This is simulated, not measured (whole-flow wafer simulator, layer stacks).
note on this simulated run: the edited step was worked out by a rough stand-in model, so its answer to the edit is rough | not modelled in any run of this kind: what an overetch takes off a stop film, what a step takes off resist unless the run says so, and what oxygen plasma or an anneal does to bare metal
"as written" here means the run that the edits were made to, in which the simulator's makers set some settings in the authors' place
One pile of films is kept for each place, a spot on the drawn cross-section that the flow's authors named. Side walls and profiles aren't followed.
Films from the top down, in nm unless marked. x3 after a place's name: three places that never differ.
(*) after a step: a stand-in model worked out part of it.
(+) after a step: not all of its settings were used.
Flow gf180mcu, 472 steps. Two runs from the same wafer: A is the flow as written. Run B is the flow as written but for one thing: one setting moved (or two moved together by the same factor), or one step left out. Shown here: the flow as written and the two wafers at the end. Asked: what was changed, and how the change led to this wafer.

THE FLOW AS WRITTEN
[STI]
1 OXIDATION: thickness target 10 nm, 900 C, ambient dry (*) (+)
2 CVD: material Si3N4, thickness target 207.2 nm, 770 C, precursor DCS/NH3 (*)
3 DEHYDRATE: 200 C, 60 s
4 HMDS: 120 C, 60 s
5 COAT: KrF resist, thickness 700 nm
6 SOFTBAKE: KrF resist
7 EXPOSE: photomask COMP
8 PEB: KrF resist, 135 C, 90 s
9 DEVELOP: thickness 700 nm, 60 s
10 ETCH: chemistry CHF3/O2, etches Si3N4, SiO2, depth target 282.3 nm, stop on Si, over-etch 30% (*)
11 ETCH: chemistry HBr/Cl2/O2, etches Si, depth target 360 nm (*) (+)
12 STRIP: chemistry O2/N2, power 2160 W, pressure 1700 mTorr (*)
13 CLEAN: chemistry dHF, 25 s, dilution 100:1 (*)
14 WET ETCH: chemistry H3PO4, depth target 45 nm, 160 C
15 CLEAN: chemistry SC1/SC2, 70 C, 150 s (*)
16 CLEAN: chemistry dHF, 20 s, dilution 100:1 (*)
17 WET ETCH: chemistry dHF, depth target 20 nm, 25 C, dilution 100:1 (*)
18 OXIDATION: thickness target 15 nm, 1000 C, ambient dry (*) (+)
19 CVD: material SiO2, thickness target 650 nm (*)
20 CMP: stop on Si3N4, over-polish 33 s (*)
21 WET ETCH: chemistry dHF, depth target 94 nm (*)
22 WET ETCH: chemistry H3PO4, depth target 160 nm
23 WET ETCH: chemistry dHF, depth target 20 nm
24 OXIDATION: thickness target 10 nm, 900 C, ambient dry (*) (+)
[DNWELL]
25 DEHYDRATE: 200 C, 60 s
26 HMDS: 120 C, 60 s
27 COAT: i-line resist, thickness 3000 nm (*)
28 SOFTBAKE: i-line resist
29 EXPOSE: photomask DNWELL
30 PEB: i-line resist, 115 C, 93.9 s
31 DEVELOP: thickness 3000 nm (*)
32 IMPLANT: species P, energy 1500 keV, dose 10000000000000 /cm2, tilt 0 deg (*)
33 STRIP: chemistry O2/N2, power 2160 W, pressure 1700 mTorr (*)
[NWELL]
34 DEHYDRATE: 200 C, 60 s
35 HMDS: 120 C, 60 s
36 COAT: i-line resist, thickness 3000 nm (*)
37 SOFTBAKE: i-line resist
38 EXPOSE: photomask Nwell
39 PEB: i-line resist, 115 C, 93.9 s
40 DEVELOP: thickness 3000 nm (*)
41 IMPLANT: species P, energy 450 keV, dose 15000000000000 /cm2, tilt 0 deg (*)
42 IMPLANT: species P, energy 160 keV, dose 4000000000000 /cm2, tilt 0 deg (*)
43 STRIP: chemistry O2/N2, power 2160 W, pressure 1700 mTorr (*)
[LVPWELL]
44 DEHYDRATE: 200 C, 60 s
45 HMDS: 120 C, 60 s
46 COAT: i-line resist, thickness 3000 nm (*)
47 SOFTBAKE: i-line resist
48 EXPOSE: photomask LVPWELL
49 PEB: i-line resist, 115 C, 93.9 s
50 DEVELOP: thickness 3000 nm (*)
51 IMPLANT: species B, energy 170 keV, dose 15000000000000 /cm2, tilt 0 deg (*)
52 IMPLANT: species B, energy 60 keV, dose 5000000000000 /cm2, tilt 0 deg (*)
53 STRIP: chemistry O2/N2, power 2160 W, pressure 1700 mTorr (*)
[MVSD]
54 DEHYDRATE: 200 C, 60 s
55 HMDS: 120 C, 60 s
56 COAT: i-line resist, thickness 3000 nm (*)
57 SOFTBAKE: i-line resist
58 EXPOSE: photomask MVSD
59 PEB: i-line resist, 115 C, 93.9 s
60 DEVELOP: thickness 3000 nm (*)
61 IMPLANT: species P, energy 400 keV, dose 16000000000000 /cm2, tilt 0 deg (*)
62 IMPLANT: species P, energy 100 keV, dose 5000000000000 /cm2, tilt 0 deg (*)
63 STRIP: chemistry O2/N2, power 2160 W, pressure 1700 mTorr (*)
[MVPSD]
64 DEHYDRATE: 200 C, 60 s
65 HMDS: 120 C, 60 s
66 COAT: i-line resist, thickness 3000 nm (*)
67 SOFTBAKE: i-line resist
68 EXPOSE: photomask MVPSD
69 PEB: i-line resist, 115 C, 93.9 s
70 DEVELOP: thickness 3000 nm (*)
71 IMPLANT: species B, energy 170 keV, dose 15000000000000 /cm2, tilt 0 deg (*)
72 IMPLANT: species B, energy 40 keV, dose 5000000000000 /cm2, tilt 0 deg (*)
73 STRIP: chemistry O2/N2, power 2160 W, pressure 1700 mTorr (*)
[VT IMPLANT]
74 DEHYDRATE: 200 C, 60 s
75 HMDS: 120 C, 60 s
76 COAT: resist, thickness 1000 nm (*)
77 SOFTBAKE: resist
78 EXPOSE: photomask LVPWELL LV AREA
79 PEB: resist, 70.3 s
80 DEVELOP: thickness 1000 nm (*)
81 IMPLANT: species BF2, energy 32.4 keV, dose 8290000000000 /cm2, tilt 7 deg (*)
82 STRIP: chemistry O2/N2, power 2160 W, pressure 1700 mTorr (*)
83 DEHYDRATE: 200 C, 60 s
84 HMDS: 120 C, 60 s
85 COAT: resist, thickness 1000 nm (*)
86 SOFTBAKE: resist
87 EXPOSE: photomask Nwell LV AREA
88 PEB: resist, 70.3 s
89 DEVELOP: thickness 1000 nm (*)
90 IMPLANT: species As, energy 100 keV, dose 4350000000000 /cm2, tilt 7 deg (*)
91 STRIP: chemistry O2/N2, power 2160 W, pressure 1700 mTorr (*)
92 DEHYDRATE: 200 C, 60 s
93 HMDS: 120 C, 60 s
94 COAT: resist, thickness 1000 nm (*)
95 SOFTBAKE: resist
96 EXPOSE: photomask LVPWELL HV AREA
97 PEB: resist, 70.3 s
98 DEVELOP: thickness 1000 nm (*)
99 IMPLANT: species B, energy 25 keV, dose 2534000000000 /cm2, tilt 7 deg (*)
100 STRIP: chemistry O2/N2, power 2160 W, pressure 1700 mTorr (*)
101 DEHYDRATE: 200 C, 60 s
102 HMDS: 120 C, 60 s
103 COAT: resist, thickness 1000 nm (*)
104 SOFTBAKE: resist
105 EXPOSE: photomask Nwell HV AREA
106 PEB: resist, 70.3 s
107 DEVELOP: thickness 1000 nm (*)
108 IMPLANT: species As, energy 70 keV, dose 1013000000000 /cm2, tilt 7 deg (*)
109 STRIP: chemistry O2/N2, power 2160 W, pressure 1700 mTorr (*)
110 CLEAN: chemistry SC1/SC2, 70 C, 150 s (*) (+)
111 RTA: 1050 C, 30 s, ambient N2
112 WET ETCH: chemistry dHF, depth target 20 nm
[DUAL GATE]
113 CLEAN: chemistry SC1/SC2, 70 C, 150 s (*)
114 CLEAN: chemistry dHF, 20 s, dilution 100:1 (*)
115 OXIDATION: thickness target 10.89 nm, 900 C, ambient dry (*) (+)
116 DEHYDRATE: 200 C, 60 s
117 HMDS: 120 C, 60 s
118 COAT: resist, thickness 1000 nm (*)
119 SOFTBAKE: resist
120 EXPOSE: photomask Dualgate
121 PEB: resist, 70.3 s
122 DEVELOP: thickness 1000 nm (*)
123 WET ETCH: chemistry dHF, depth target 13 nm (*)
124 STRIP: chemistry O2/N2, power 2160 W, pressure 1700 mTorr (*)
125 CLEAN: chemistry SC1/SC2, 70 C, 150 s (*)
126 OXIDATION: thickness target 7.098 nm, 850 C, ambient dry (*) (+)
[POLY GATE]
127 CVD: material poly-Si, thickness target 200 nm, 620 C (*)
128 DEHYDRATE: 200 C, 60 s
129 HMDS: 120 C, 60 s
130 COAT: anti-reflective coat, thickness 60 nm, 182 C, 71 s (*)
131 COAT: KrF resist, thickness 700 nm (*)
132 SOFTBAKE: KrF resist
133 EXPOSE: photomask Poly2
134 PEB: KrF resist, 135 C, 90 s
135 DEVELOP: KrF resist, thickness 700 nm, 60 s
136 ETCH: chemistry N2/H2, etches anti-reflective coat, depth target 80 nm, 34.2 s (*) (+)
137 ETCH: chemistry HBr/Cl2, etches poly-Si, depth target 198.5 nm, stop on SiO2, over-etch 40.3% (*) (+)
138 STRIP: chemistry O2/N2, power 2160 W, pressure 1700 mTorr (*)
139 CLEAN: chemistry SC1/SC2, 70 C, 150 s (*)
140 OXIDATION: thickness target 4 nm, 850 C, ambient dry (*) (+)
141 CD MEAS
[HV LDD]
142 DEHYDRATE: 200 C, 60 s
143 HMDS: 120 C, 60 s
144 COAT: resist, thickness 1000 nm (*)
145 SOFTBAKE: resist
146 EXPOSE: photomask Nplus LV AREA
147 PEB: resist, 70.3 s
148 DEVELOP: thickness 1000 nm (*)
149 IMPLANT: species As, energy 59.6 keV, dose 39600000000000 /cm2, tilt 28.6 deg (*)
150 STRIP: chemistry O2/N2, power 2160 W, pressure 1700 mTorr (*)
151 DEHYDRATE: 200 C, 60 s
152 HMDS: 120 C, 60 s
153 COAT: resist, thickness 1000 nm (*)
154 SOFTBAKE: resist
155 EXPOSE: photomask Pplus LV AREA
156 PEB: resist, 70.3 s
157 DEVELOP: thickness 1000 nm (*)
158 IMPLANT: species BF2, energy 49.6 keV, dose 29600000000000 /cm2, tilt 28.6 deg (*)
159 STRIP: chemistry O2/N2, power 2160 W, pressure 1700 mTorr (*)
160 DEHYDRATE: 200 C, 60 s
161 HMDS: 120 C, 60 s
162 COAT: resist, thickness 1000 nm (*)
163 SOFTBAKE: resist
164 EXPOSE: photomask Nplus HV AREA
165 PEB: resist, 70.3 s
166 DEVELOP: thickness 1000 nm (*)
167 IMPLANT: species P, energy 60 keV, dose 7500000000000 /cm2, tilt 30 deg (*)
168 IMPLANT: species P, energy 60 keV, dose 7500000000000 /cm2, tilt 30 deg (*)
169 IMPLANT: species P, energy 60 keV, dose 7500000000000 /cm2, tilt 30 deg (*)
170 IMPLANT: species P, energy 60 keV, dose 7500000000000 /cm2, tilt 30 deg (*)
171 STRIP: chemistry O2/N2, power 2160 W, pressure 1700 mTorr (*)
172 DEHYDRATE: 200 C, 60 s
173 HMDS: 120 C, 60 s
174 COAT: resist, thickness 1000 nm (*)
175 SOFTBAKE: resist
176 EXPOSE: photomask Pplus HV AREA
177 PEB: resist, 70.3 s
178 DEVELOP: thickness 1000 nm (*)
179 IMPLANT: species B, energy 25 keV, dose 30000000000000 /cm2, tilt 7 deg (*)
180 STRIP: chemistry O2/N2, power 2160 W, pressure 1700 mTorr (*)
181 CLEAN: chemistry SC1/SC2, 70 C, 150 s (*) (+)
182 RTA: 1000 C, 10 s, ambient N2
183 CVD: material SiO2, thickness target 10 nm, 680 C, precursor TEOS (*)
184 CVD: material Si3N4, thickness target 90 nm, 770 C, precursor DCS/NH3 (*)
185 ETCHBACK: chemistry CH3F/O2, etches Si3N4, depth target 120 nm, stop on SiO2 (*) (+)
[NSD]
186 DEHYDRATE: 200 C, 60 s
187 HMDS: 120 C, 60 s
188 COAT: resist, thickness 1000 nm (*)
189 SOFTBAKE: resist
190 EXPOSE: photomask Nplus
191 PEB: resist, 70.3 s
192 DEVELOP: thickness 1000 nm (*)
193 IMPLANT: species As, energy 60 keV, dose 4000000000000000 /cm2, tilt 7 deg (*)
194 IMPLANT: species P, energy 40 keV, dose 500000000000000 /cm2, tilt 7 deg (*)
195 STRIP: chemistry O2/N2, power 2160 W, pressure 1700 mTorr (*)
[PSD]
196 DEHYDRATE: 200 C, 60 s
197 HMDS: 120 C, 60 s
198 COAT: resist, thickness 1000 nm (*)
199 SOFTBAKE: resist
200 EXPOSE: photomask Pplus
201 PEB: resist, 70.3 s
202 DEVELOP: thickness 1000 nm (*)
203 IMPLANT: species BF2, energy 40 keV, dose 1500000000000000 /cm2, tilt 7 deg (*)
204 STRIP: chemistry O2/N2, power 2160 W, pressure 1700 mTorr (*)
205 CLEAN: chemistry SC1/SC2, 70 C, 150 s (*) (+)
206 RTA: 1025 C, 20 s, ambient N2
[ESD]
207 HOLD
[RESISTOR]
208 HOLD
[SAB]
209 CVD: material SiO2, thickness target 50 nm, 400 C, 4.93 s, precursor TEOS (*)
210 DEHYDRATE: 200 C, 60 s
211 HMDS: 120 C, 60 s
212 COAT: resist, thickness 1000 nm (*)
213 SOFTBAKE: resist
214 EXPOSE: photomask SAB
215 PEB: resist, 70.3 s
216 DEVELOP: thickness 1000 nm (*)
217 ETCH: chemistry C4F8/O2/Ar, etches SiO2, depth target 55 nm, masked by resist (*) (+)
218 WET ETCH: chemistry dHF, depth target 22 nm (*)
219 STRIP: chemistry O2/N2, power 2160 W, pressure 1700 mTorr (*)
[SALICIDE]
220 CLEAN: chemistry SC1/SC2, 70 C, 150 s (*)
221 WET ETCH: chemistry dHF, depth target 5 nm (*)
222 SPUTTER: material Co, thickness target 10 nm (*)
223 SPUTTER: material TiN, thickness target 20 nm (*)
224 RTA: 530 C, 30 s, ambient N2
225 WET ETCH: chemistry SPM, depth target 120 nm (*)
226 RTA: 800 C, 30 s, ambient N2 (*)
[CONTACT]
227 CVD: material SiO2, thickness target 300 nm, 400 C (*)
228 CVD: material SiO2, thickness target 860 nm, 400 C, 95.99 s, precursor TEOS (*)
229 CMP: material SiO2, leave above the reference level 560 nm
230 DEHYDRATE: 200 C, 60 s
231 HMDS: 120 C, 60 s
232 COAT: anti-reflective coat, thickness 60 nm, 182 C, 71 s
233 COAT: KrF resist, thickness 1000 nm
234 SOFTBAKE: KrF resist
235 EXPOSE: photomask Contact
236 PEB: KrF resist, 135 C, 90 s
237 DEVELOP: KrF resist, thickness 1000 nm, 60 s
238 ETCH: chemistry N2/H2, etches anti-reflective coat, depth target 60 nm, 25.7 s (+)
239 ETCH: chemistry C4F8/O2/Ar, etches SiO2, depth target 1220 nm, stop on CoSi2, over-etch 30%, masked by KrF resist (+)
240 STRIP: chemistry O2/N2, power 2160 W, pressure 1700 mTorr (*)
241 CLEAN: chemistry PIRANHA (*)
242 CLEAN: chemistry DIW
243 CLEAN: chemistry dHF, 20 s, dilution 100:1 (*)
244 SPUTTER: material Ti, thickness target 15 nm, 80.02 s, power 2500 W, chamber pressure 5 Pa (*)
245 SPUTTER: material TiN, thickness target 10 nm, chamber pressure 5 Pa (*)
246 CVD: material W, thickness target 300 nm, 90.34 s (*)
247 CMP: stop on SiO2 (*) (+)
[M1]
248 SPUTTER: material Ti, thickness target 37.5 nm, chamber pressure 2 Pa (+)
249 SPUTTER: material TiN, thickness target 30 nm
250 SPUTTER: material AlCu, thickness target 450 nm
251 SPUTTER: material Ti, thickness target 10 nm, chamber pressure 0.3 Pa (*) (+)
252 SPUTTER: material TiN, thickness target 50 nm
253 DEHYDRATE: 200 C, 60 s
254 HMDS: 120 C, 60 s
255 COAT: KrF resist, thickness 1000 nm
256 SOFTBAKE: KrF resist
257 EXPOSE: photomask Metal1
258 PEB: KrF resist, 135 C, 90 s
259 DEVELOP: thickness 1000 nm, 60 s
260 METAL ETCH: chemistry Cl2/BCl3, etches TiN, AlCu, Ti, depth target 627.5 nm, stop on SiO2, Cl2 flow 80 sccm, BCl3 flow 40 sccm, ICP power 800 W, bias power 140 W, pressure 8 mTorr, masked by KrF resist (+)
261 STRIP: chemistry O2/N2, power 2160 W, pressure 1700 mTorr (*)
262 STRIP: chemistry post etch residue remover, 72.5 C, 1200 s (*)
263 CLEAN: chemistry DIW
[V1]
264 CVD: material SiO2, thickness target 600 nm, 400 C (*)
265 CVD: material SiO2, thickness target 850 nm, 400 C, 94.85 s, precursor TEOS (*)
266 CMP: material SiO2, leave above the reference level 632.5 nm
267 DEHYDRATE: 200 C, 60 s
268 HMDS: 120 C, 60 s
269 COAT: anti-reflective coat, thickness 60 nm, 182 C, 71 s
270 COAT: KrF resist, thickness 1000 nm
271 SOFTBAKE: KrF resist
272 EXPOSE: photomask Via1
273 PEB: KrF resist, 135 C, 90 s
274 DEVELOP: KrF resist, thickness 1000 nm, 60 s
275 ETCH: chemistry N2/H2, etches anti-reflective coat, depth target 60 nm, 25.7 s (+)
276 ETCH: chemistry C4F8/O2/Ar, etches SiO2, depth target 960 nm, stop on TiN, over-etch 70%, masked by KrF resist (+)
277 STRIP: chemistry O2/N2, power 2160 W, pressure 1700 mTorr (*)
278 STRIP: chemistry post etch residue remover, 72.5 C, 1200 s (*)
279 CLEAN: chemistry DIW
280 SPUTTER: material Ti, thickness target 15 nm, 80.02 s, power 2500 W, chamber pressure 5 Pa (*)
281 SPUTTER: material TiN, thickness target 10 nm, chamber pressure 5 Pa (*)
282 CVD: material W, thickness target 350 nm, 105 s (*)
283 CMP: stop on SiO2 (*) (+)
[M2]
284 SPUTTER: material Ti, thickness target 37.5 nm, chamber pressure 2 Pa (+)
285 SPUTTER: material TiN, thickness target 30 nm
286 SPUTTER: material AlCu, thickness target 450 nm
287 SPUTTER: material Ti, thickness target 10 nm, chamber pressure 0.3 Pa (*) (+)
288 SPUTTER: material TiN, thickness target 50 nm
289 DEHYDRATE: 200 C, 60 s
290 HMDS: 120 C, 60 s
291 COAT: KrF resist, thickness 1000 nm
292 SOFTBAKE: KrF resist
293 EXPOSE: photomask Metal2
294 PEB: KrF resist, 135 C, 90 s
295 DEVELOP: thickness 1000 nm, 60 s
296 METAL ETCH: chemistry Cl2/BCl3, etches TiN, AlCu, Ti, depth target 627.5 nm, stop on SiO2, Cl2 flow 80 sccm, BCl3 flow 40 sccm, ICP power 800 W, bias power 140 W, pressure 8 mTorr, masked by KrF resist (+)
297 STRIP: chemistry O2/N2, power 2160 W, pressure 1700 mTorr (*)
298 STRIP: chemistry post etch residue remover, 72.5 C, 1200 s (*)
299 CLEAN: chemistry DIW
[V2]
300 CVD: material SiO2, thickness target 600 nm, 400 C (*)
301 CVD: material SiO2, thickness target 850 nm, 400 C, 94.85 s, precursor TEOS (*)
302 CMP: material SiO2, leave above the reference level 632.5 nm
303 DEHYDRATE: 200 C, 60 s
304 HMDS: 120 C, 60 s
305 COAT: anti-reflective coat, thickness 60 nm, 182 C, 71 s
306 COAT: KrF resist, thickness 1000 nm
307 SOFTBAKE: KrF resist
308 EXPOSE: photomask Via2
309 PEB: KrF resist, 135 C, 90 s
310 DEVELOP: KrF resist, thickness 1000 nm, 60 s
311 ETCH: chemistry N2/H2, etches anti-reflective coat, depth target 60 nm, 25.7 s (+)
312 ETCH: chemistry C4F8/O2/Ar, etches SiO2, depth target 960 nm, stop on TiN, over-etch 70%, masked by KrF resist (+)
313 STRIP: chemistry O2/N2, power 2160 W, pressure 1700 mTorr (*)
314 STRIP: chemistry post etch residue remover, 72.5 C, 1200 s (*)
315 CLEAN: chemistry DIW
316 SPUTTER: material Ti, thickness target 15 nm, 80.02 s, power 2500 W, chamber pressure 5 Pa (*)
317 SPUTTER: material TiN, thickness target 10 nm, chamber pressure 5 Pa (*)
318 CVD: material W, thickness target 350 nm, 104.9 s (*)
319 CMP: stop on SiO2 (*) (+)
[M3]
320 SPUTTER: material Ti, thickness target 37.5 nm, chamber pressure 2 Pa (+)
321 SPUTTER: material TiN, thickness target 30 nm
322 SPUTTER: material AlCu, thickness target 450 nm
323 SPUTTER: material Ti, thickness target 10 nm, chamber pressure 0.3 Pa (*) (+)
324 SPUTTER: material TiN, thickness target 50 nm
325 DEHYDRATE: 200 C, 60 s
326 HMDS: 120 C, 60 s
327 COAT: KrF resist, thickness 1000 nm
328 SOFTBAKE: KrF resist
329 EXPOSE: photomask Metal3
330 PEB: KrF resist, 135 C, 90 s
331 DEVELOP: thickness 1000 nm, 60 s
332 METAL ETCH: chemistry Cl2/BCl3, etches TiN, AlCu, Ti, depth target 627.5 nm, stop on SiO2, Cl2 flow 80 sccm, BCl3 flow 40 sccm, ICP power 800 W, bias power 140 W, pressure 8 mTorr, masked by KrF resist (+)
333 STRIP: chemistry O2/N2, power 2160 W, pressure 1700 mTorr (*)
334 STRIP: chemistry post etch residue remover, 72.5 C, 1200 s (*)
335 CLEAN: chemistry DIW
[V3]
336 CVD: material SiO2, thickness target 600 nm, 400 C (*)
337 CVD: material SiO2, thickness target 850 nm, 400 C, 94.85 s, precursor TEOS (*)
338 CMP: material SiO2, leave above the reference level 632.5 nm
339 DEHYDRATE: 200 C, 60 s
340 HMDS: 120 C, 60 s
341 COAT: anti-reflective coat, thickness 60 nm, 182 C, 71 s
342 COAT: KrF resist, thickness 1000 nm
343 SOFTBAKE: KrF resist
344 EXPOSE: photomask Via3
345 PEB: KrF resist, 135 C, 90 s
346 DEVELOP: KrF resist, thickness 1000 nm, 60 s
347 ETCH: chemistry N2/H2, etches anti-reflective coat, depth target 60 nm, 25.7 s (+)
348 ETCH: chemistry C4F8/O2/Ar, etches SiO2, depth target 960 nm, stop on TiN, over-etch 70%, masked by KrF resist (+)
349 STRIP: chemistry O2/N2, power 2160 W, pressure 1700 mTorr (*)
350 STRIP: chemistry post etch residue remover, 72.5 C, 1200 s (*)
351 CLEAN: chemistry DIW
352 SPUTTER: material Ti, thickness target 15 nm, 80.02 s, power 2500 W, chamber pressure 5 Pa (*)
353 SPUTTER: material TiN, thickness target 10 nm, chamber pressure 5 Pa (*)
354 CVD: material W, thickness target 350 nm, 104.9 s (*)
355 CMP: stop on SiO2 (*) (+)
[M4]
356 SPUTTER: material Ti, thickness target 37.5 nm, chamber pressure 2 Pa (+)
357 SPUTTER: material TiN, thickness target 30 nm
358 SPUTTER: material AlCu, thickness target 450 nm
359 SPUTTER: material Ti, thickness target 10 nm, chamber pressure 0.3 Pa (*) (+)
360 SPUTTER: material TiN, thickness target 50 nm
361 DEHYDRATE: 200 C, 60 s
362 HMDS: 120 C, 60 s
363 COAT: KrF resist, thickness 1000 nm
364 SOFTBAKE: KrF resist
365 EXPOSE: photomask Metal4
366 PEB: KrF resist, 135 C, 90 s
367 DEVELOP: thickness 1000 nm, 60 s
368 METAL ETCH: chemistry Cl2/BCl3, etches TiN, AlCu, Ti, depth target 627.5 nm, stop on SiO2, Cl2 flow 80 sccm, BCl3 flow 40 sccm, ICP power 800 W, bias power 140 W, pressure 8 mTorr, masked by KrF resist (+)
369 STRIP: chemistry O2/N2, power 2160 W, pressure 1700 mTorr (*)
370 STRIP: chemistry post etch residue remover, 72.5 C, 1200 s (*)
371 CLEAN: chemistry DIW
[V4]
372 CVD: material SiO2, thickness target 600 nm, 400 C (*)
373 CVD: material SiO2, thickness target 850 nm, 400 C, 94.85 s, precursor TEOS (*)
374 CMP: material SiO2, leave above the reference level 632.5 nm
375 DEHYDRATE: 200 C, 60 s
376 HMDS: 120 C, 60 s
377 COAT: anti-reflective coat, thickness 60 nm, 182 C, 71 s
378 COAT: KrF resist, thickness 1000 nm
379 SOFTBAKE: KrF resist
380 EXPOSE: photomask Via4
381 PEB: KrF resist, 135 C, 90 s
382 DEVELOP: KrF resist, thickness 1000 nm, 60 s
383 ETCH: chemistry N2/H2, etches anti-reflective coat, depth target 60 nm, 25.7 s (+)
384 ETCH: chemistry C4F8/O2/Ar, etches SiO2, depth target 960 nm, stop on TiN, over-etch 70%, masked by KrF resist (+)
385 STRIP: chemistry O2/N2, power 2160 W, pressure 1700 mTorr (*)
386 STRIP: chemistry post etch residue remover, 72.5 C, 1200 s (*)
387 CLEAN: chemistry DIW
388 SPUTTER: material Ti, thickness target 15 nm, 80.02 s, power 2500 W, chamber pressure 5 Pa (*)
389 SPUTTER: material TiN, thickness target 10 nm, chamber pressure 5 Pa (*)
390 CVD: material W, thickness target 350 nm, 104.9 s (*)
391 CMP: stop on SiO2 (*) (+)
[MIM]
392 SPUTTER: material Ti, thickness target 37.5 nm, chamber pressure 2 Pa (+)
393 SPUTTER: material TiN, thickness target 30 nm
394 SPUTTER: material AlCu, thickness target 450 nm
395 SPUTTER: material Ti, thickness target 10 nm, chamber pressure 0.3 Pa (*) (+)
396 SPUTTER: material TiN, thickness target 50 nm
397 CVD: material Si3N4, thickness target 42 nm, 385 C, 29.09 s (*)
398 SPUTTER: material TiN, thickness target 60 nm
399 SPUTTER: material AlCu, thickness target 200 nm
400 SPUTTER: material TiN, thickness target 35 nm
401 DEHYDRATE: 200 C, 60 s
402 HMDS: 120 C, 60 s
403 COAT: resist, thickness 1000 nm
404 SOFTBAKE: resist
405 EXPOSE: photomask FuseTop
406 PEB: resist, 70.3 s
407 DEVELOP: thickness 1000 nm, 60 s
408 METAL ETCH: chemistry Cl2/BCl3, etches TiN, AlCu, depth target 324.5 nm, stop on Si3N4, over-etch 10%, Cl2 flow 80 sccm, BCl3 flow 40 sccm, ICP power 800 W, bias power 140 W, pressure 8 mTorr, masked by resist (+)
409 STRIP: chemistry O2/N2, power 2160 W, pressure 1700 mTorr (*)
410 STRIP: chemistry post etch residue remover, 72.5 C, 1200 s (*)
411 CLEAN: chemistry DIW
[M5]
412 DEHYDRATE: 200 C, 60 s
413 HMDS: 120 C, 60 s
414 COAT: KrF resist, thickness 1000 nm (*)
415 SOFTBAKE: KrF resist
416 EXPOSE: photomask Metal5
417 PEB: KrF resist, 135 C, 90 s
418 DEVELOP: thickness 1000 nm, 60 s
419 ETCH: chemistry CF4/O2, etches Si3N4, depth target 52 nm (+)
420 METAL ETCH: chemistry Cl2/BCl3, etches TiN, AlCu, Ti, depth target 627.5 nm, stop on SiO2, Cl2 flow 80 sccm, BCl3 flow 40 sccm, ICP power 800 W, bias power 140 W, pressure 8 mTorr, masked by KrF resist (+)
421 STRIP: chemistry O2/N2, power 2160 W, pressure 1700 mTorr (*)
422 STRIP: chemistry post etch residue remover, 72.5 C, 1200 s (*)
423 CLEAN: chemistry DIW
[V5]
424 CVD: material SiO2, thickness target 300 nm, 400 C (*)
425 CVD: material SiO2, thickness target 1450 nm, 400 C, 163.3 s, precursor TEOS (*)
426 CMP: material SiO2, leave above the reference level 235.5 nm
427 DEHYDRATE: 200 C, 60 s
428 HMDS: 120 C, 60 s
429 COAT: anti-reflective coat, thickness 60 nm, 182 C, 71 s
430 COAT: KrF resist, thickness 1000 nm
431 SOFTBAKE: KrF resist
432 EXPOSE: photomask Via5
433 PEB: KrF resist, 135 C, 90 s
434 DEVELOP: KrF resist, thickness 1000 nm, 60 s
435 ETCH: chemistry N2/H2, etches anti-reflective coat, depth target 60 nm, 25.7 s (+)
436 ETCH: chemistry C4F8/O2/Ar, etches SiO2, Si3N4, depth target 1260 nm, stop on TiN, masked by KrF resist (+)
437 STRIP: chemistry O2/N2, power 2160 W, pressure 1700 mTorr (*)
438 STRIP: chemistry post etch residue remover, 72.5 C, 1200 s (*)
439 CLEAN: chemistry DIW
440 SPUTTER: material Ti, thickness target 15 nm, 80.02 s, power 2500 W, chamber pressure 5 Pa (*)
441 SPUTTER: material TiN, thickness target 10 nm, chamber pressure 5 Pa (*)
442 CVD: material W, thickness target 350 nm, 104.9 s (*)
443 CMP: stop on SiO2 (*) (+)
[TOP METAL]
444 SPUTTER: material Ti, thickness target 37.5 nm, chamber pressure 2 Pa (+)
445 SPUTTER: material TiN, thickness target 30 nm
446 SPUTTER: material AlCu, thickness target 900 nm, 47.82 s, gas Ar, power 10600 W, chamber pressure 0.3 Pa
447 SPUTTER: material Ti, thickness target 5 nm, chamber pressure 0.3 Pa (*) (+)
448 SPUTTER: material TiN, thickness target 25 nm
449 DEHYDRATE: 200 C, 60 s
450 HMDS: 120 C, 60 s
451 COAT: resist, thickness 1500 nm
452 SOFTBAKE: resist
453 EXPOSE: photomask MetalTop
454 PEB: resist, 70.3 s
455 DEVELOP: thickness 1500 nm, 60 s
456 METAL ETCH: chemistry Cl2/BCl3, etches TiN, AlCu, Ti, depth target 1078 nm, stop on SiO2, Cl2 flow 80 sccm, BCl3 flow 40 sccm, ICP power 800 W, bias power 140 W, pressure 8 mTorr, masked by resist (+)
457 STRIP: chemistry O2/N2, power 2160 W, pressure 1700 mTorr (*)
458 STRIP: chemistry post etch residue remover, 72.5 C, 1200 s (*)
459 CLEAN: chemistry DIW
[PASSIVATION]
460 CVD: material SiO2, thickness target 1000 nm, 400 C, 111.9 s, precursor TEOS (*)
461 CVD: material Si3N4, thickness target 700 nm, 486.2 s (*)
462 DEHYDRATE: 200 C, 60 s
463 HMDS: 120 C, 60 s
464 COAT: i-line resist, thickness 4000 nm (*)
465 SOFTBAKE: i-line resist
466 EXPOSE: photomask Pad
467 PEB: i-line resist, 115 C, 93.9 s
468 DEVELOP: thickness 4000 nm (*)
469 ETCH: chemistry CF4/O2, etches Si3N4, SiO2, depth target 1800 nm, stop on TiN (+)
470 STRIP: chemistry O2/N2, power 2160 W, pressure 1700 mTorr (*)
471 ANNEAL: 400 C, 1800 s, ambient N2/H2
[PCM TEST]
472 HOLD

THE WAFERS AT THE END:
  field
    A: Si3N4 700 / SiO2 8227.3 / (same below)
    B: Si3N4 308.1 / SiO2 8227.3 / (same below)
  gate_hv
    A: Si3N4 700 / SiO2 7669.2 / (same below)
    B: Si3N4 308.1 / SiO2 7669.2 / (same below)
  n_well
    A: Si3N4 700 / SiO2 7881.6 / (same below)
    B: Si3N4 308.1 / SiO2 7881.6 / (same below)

The cause: step 461, CVD: thickness target 308 nm was run, where the flow has thickness target 700 nm; step 461, CVD: 213.9 s was run, where the flow has 486.2 s.

How the change led to this, step by step:
  461 CVD: material Si3N4, thickness target 700 nm, 486.2 s (*)
      field, field__w1, field__w2 and 109 more: A Si3N4 +700 (new film) | B Si3N4 +308.1 (new film)
  465 SOFTBAKE: i-line resist
      field__w11, field__w13: A i-line resist +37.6 | B i-line resist +35.5
      ld_acc_p, ld_fp_p: A i-line resist +33.8 | B i-line resist +31.6
      (and at 55 more places)
  469 ETCH: chemistry CF4/O2, etches Si3N4, SiO2, depth target 1800 nm, stop on TiN (+)
      pad: A Si3N4 -700 (all of it), SiO2 -1000 (all of it) | B Si3N4 -308.1 (all of it), SiO2 -1000 (all of it)
